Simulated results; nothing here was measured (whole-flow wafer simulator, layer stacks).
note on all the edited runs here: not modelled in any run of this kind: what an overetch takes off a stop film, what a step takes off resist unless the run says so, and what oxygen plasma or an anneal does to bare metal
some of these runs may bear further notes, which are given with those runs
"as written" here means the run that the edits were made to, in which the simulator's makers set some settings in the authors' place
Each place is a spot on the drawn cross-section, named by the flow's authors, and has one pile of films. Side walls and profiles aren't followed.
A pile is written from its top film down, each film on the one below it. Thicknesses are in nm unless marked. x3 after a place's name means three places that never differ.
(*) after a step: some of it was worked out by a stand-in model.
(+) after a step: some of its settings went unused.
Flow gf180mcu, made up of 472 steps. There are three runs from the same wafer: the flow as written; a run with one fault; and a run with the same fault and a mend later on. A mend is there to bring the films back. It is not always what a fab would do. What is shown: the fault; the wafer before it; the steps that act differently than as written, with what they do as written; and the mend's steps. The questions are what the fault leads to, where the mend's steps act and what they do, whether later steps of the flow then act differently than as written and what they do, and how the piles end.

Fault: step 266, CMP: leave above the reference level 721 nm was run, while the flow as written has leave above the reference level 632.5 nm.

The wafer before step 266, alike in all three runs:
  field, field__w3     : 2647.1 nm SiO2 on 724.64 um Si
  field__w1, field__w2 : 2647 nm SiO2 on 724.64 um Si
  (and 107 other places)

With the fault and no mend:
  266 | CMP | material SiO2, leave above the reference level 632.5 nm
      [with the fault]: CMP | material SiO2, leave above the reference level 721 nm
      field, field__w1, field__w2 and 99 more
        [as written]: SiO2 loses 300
        [with the fault]: SiO2 loses 211.5
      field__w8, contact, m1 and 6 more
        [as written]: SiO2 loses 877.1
        [with the fault]: SiO2 loses 788.6
  Steps later in the flow that act otherwise than as written (2 more steps, not shown, differ only slightly: by at most 2% or 0.5 nm, whichever is larger):
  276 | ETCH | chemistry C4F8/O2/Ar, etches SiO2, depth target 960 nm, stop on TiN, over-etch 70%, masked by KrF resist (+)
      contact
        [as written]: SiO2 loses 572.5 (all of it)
        [with the fault]: SiO2 loses 661 (all of it)
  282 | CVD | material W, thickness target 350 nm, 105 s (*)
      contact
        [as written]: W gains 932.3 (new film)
        [with the fault]: W gains 1021.6 (new film)
  By the end, the piles at field__w8, contact, m1, m1__w1, m1_nw depart from the flow's by more than 2% or 0.5 nm, whichever is larger.
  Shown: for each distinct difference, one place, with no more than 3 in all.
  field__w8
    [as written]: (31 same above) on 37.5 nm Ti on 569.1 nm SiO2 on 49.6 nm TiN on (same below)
    [with the fault]: (31 same above) on 37.5 nm Ti on 657.6 nm SiO2 on 49.6 nm TiN on (same below)
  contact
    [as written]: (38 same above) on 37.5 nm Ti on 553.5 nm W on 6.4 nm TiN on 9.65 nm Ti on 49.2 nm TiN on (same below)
    [with the fault]: (38 same above) on 37.5 nm Ti on 642.8 nm W on 6.08 nm TiN on 9.17 nm Ti on 49.2 nm TiN on (same below)

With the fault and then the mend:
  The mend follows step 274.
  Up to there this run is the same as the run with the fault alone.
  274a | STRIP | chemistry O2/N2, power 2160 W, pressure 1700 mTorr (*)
      field, field__w1, field__w2 and 107 more
        KrF resist loses 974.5 (all of it), anti-reflective coat loses 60 (all of it)
      contact
        anti-reflective coat loses 60 (all of it)
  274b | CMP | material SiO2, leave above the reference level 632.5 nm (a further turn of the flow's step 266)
      field, field__w1, field__w2 and 108 more
        SiO2 loses 88.5
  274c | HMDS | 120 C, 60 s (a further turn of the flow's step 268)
      alters no film at any place that is followed
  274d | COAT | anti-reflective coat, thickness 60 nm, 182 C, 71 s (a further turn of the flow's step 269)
      field, field__w1, field__w2 and 108 more
        anti-reflective coat gains 60 (new film)
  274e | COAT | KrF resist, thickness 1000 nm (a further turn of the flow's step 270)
      field, field__w1, field__w2 and 108 more
        KrF resist gains 1000 (new film)
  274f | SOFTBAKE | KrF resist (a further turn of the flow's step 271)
      alters no film at any place that is followed
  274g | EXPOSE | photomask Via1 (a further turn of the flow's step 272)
      alters no film at any place that is followed
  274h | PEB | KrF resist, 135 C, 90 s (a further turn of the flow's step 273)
      field, field__w1, field__w2 and 108 more
        KrF resist loses 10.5
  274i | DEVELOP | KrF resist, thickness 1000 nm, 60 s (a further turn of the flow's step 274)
      field, field__w1, field__w2 and 107 more
        KrF resist loses 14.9
      contact
        KrF resist loses 989.5 (all of it)
  Later steps of the flow that are run all act as written at every place that is followed.
  The piles end the same as the flow's at every place that both follow.
